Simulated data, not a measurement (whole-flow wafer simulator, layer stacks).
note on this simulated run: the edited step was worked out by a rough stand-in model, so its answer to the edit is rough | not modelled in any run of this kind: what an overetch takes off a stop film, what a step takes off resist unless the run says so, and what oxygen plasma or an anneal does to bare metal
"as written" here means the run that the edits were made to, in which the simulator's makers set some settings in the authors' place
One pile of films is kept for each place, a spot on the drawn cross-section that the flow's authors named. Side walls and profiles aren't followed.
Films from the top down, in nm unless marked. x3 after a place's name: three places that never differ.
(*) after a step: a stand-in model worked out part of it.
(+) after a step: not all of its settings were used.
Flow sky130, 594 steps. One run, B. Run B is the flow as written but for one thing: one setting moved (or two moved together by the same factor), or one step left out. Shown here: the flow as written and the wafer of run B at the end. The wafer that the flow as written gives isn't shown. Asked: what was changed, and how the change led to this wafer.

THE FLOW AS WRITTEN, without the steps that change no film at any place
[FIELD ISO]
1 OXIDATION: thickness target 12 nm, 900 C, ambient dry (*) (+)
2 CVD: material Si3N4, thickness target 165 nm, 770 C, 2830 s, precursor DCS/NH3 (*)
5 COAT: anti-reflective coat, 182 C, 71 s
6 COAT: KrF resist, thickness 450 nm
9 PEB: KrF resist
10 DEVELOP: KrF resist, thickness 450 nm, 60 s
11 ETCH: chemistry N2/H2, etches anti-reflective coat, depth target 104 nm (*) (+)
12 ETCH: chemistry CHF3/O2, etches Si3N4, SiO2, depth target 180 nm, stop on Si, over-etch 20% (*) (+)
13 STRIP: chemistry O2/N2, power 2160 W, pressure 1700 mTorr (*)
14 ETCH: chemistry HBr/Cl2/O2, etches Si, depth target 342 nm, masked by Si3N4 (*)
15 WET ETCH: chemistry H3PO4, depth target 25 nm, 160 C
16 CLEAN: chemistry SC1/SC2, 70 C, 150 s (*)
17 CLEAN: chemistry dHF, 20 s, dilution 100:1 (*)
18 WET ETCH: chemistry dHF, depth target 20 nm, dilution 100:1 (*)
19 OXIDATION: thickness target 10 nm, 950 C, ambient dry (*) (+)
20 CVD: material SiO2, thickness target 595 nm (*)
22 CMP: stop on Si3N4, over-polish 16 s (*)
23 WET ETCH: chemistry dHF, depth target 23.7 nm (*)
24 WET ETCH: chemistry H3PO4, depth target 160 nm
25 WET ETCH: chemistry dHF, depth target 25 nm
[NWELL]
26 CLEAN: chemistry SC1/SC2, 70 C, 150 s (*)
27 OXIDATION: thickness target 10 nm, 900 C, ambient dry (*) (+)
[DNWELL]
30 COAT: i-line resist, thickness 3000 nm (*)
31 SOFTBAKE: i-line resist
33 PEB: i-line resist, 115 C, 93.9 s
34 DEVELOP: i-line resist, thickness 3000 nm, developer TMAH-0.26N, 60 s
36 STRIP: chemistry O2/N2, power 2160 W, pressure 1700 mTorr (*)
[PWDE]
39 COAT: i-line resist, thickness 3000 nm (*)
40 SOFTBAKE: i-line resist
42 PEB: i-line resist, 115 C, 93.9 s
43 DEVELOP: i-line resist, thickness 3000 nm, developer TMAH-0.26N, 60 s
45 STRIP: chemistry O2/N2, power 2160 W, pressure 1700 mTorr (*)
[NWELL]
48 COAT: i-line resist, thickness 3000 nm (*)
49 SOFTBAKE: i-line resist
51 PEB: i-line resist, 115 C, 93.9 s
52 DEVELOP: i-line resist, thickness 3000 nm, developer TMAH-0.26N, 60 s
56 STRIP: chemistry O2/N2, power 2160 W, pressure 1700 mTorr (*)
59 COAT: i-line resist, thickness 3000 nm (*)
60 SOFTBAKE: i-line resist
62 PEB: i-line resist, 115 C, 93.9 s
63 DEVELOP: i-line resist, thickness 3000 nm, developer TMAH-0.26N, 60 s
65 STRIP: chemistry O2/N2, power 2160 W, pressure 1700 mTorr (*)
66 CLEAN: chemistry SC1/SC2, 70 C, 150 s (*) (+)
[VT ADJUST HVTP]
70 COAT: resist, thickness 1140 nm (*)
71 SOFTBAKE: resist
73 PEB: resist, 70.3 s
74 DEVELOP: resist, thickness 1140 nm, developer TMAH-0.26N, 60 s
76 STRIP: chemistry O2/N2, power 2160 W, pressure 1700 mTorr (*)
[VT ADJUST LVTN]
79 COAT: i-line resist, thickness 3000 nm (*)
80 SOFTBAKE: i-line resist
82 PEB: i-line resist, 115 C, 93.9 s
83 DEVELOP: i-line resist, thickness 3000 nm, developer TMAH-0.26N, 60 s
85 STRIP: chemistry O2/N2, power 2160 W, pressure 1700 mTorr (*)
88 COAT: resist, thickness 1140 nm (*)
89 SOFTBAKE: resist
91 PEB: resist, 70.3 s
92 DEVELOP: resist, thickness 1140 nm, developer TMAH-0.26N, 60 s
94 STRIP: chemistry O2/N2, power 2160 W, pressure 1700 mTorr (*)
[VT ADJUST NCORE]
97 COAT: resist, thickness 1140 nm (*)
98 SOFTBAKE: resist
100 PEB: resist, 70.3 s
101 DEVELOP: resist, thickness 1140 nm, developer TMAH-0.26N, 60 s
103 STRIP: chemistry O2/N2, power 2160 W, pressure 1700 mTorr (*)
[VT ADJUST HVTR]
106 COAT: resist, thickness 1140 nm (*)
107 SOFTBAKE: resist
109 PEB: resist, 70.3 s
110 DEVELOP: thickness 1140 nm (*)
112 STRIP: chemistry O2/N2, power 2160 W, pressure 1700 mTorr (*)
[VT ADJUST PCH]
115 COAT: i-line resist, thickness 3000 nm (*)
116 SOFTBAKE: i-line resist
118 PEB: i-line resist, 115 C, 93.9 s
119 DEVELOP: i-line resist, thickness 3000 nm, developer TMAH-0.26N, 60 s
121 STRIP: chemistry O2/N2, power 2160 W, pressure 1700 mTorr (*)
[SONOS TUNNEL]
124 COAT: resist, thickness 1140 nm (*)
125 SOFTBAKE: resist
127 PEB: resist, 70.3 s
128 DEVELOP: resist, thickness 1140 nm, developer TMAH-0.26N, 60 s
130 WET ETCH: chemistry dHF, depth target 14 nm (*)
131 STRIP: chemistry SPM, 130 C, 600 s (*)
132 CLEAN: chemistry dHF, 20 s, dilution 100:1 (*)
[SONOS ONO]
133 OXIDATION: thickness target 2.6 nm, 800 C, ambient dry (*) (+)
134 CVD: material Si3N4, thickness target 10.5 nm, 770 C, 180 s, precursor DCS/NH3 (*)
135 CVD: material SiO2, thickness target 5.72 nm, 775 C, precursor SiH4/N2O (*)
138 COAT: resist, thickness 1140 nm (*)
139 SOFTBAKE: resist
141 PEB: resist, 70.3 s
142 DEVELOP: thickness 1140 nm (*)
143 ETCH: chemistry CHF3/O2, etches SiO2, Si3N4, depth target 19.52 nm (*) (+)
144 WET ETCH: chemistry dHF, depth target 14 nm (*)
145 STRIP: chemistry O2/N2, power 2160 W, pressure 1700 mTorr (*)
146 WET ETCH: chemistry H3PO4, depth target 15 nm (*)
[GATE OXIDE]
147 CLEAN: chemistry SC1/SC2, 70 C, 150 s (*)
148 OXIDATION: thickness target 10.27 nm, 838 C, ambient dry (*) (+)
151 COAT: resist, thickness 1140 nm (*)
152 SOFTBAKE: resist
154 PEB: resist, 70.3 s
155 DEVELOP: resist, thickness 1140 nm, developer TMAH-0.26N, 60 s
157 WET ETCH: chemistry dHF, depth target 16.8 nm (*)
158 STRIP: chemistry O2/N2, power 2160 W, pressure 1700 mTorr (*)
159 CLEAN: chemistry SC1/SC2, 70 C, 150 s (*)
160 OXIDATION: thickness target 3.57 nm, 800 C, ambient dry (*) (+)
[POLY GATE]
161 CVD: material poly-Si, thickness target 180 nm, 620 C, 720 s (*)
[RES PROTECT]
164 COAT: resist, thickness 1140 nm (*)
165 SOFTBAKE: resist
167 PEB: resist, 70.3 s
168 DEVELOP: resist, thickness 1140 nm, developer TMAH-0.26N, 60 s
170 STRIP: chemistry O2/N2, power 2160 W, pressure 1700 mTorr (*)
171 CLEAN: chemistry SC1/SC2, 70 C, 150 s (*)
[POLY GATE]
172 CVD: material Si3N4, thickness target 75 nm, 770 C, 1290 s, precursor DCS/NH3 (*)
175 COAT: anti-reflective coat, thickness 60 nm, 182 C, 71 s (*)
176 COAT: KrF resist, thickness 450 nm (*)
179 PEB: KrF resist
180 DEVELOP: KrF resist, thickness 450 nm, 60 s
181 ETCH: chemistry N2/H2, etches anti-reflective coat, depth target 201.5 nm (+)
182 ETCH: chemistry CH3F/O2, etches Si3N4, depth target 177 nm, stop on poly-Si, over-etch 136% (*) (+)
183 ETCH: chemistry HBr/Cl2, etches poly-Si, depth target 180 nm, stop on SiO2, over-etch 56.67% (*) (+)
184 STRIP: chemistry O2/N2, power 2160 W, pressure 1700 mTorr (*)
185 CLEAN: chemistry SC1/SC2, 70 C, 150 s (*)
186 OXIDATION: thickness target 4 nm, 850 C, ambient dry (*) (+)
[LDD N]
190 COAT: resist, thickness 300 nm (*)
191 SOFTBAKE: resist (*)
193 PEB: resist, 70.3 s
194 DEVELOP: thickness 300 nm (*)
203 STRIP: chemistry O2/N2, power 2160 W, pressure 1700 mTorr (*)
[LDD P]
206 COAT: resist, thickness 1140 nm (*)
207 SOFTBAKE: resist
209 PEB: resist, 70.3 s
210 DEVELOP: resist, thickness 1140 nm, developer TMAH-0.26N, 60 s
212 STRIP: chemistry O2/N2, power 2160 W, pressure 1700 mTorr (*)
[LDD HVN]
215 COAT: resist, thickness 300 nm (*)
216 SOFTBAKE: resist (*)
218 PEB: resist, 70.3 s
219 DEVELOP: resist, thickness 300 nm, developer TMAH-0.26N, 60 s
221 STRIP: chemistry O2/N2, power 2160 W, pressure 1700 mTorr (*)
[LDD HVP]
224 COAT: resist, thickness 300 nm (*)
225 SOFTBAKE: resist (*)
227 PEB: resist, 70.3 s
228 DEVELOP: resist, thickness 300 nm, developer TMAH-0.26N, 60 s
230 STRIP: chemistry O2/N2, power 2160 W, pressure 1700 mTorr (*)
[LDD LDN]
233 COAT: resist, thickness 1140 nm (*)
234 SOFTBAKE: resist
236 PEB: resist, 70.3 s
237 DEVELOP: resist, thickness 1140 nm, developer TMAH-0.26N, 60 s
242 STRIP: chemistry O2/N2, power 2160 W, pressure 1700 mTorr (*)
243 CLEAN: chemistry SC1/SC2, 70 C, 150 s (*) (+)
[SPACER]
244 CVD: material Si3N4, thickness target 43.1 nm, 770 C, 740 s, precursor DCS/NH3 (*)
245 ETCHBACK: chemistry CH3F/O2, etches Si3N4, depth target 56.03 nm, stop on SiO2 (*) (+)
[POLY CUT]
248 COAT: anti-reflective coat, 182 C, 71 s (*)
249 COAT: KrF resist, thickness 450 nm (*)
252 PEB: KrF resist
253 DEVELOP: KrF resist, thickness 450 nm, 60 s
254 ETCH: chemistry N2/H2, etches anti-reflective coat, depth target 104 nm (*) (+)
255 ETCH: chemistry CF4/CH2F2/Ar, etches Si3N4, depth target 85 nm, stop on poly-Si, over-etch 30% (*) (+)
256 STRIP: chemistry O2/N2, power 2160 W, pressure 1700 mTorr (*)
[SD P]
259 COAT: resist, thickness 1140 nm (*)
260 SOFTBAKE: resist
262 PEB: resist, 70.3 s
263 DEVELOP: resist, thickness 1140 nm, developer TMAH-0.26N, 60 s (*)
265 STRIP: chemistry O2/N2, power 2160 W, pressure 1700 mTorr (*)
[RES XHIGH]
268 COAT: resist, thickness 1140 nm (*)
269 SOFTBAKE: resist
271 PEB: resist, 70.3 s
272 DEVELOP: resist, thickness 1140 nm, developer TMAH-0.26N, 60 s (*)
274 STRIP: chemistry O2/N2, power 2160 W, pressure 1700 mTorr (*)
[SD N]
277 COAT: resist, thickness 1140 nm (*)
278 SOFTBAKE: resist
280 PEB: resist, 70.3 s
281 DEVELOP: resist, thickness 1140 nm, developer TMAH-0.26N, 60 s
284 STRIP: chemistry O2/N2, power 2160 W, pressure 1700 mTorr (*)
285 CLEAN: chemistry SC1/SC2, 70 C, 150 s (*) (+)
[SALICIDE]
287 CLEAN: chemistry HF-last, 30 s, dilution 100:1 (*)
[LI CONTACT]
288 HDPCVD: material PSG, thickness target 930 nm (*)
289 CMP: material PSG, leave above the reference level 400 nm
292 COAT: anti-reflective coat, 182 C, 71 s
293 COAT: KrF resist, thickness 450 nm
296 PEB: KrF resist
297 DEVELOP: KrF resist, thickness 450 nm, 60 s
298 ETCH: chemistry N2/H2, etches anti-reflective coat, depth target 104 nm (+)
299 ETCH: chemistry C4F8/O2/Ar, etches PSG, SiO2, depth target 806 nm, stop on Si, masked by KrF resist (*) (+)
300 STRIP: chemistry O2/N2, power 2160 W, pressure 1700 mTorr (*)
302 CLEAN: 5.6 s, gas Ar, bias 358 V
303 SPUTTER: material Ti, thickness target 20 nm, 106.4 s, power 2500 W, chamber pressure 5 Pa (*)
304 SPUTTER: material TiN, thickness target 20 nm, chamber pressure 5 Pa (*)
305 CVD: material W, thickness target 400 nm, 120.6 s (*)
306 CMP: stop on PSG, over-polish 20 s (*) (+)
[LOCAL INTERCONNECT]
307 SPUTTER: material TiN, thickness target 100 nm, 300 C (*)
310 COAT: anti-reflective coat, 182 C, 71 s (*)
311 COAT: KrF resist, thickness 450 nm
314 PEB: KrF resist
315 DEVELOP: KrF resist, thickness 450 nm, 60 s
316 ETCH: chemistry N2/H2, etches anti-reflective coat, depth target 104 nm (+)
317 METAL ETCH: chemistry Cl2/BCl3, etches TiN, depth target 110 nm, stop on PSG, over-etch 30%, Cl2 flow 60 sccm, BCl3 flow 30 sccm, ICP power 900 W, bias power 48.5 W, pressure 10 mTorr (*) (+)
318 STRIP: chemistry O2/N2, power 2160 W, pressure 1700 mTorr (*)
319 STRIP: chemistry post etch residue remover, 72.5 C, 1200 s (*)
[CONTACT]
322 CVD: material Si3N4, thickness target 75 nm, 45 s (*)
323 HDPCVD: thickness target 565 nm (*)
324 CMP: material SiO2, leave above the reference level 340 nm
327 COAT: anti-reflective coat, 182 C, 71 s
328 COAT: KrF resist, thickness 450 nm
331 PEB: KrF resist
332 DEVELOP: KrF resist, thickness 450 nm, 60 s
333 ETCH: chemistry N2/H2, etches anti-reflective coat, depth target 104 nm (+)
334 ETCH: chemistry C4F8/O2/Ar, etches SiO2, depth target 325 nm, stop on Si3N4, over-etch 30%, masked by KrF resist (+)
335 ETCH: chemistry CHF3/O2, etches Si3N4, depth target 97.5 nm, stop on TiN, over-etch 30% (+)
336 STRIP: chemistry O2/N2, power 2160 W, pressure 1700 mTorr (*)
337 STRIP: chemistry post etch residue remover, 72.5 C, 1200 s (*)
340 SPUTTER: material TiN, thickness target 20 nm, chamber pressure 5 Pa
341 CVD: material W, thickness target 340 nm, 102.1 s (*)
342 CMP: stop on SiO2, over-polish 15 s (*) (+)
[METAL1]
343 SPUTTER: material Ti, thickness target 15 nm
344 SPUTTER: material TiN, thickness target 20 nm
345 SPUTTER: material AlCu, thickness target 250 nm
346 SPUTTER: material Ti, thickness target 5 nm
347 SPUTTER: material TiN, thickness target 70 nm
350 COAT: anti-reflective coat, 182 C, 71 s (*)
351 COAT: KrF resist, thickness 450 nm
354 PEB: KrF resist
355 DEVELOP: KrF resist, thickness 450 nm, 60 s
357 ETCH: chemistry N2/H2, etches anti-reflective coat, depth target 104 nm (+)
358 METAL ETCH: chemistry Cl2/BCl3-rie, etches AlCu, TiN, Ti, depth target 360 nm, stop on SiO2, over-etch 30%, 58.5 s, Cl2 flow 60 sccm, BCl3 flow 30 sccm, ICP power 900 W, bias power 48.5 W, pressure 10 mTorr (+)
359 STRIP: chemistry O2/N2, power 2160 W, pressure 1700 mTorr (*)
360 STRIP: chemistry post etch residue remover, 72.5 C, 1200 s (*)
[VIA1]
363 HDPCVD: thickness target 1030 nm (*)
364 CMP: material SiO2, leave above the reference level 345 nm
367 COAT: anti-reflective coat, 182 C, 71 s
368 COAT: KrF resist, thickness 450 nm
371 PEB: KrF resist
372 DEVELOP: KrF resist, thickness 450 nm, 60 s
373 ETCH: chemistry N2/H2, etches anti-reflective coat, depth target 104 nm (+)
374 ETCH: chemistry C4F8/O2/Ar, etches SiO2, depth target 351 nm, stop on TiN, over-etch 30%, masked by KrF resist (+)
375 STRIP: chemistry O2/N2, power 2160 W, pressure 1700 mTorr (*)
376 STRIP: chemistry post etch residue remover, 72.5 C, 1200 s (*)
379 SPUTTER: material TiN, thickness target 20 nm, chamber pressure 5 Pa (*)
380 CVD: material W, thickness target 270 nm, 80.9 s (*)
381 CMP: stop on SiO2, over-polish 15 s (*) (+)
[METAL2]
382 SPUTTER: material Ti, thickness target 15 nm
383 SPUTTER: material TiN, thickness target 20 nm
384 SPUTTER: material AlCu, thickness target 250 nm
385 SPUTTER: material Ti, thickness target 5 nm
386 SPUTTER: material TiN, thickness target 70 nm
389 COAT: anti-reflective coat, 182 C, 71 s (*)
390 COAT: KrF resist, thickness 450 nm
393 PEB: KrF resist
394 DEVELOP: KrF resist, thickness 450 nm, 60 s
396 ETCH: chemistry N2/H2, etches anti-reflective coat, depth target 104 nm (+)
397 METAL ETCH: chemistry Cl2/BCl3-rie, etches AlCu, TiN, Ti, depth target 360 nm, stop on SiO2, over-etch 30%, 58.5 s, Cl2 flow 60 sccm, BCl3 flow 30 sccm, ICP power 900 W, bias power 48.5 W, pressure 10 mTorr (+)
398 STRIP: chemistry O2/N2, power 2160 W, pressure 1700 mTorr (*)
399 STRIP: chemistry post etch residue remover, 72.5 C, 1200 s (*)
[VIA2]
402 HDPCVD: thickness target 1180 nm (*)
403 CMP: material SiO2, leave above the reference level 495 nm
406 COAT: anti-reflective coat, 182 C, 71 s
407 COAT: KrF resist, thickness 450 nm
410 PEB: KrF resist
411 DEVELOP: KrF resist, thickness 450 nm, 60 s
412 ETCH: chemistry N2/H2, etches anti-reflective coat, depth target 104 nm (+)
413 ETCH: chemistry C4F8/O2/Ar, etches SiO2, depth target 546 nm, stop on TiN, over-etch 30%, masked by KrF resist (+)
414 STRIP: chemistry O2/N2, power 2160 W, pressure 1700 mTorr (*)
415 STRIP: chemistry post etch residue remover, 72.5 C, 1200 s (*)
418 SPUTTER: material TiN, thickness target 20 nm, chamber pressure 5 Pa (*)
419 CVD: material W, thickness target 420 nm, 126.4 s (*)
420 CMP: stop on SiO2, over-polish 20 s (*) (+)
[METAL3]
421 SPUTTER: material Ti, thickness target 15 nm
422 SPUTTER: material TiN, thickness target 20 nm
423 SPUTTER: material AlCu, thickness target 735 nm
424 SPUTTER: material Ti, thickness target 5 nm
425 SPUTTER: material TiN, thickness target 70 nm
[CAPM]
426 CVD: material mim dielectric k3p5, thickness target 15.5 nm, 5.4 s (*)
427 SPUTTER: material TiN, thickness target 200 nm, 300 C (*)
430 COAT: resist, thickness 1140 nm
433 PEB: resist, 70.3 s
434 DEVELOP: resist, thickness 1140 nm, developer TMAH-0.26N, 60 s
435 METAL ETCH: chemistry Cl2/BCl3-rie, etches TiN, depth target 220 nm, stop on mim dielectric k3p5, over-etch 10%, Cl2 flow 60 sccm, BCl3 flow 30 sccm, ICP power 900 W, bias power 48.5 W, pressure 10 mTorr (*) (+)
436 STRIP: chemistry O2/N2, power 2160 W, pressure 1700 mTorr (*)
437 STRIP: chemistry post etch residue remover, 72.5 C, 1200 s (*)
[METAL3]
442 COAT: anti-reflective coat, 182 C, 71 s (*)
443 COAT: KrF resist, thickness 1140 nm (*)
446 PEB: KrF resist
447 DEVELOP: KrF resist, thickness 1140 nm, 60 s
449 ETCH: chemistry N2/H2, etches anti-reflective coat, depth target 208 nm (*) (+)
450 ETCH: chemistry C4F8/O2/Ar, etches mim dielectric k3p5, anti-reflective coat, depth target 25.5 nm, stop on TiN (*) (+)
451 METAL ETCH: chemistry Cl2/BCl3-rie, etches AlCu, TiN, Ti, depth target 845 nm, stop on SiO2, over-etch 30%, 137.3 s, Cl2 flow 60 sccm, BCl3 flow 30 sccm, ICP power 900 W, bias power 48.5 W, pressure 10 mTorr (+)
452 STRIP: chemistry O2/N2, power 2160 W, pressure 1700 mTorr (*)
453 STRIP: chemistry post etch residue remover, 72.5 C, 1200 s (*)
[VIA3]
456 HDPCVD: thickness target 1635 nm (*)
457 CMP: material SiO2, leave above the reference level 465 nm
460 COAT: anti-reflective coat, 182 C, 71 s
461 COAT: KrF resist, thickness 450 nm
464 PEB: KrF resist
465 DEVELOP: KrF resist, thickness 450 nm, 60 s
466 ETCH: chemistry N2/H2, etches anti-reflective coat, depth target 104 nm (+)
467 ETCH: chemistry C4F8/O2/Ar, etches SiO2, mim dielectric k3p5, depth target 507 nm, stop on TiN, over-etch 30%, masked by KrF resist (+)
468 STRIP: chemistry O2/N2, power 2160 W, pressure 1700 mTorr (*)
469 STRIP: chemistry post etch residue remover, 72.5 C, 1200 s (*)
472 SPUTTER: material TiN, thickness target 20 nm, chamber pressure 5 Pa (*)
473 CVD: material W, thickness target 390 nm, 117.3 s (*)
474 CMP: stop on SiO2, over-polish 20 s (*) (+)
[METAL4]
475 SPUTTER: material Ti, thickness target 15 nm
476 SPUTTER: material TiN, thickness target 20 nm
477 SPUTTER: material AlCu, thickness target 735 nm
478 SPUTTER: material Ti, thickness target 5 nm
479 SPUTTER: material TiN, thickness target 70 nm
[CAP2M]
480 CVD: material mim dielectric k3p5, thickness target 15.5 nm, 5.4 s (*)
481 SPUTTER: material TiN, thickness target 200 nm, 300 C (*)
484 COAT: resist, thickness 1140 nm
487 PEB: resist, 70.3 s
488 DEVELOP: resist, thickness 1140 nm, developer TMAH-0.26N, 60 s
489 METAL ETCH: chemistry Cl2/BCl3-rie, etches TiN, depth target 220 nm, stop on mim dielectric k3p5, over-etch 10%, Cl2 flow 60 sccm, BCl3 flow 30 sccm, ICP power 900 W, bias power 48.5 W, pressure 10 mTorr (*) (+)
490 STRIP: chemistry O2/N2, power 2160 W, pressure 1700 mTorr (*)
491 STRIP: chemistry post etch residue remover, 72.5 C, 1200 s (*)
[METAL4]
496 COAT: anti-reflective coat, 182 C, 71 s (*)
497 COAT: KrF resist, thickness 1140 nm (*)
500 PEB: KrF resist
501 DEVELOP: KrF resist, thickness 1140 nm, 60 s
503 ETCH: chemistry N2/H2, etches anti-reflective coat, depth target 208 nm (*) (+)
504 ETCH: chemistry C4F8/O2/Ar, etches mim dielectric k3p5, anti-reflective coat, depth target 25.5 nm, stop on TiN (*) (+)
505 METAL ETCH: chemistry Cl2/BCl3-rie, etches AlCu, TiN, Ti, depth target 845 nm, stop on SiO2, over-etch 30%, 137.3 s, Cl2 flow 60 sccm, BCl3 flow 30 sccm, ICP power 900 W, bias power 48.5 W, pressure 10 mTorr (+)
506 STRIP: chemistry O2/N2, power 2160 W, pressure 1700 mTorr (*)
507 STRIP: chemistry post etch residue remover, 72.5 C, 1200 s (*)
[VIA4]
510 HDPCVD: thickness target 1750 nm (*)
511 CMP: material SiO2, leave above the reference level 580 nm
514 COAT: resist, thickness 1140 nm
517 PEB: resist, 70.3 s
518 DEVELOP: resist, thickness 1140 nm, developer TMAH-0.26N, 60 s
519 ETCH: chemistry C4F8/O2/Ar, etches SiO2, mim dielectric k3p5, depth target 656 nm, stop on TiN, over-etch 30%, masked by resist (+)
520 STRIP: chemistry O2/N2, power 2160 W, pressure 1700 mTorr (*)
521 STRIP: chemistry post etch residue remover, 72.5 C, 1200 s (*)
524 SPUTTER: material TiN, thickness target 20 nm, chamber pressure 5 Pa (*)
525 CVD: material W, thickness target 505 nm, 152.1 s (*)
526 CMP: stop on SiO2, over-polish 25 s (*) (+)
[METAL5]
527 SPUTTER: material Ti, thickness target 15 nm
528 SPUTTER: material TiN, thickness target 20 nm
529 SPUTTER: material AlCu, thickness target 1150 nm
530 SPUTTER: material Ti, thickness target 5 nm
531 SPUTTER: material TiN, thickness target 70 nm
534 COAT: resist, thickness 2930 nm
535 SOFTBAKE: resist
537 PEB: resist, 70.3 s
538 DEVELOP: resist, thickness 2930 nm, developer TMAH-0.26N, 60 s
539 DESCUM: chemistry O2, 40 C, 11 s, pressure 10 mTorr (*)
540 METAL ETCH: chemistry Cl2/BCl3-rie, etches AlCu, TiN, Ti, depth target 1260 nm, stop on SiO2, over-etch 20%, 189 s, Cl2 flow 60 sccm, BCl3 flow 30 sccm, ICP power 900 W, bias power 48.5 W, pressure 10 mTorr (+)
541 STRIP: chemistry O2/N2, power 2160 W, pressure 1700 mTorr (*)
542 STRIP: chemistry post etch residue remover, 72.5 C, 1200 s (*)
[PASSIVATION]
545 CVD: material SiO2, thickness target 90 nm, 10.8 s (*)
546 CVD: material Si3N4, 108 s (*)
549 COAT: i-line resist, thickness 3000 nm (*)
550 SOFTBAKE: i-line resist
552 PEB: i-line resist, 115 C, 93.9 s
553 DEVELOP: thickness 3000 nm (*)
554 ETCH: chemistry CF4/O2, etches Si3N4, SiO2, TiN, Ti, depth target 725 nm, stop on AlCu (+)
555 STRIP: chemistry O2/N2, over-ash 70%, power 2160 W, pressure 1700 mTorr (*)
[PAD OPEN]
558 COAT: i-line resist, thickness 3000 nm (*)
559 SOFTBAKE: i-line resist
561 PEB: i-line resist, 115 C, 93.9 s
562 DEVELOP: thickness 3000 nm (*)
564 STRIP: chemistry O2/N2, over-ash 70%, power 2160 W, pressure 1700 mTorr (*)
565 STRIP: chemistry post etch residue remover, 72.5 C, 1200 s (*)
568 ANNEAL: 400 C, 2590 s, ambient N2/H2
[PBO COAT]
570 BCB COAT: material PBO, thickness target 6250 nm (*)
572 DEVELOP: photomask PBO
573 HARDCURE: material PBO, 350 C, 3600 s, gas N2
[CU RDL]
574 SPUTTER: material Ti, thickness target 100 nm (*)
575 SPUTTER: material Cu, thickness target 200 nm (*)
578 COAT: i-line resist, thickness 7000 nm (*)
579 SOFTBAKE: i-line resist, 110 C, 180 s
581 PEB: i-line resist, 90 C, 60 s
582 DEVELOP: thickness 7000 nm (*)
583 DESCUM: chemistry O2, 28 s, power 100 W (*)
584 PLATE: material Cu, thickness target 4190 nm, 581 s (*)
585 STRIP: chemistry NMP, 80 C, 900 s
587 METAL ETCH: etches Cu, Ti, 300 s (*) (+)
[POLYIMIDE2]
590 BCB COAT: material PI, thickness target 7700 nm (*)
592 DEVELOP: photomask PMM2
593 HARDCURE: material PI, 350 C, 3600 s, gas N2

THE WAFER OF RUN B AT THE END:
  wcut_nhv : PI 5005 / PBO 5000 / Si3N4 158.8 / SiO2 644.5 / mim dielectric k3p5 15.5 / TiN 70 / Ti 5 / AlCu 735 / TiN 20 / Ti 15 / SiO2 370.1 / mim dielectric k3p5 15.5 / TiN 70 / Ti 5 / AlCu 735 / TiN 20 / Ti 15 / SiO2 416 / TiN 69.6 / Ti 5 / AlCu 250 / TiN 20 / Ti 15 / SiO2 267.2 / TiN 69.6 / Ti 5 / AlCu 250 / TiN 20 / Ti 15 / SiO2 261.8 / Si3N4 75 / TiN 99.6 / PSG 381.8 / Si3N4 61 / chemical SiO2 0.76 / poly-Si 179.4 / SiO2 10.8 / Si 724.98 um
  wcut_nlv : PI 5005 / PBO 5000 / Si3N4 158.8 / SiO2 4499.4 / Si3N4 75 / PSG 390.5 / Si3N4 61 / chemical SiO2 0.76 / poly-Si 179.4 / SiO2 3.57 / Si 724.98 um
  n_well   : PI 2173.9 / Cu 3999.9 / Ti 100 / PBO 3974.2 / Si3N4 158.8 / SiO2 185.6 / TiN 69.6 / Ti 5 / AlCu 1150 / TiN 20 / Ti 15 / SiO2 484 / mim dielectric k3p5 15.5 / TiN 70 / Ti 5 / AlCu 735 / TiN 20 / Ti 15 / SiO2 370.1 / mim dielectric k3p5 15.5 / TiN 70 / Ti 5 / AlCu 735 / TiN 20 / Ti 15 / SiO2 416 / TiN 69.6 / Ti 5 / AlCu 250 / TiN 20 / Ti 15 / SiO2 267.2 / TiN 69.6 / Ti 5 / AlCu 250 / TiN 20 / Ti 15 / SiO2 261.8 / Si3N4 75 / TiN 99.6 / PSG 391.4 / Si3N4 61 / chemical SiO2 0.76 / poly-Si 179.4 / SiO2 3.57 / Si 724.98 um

The cause: step 545, CVD: thickness target 134 nm was run, where the flow has thickness target 90 nm; step 545, CVD: 16.1 s was run, where the flow has 10.8 s.

How the change led to this, step by step:
  545 CVD: material SiO2, thickness target 90 nm, 10.8 s (*)
      field, active, gate and 175 more: SiO2 +185.6 (as written it would be: SiO2 +125.2)
      n_well, p_well, sd_n and 12 more: SiO2 +185.6 (new film) (as written it would be: SiO2 +125.2 (new film))
  550 SOFTBAKE: i-line resist
      gate_p_lvt, iso_guard_hv_nw: i-line resist +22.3 (as written it would be: i-line resist +20.6)
      active: i-line resist +13.2 (as written it would be: i-line resist +12)
      (and at 59 more places)
  554 ETCH: chemistry CF4/O2, etches Si3N4, SiO2, TiN, Ti, depth target 725 nm, stop on AlCu (+)
      field, active, n_well and 189 more: i-line resist -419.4 (as written it would be: i-line resist -358.9)
      pad: Si3N4 -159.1 (all of it), SiO2 -185.6 (all of it), TiN -69.6 (all of it), Ti -5 (all of it) (as written it would be: Si3N4 -159.1 (all of it), SiO2 -125.2 (all of it), TiN -69.6 (all of it), Ti -5 (all of it))
  555 STRIP: chemistry O2/N2, over-ash 70%, power 2160 W, pressure 1700 mTorr (*)
      gate_hv, dice_street, iso_guard and 83 more: i-line resist -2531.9 (all of it) (as written it would be: i-line resist -2592.4 (all of it))
      n_well, p_well, sd_n, sd_p: i-line resist -1280.4 (all of it) (as written it would be: i-line resist -1340.8 (all of it))
      (and at 100 more places)
  558 COAT: i-line resist, thickness 3000 nm (*)
      pad: i-line resist +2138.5 (new film) (as written it would be: i-line resist +2077.7 (new film))
  559 SOFTBAKE: i-line resist
      gate_p_lvt, iso_guard_hv_nw: i-line resist +22.3 (as written it would be: i-line resist +20.6)
      field: i-line resist +13.8 (as written it would be: i-line resist +12.5)
      (and at 66 more places)
  561 PEB: i-line resist, 115 C, 93.9 s
      pad: i-line resist -33.2 (as written it would be: i-line resist -32.2)
  562 DEVELOP: thickness 3000 nm (*)
      pad: i-line resist -2105.3 (all of it) (as written it would be: i-line resist -2045.5 (all of it))
  578 COAT: i-line resist, thickness 7000 nm (*)
      pad: i-line resist +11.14 um (new film) (as written it would be: i-line resist +11.08 um (new film))
  579 SOFTBAKE: i-line resist, 110 C, 180 s
      rpo_hd_licon, mim2: i-line resist -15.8 (as written it would be: i-line resist -14.9)
      mim: i-line resist -17.8 (as written it would be: i-line resist -16.8)
      (and at 27 more places)
  582 DEVELOP: thickness 7000 nm (*)
      pad: i-line resist -11.14 um (all of it) (as written it would be: i-line resist -11.08 um (all of it))
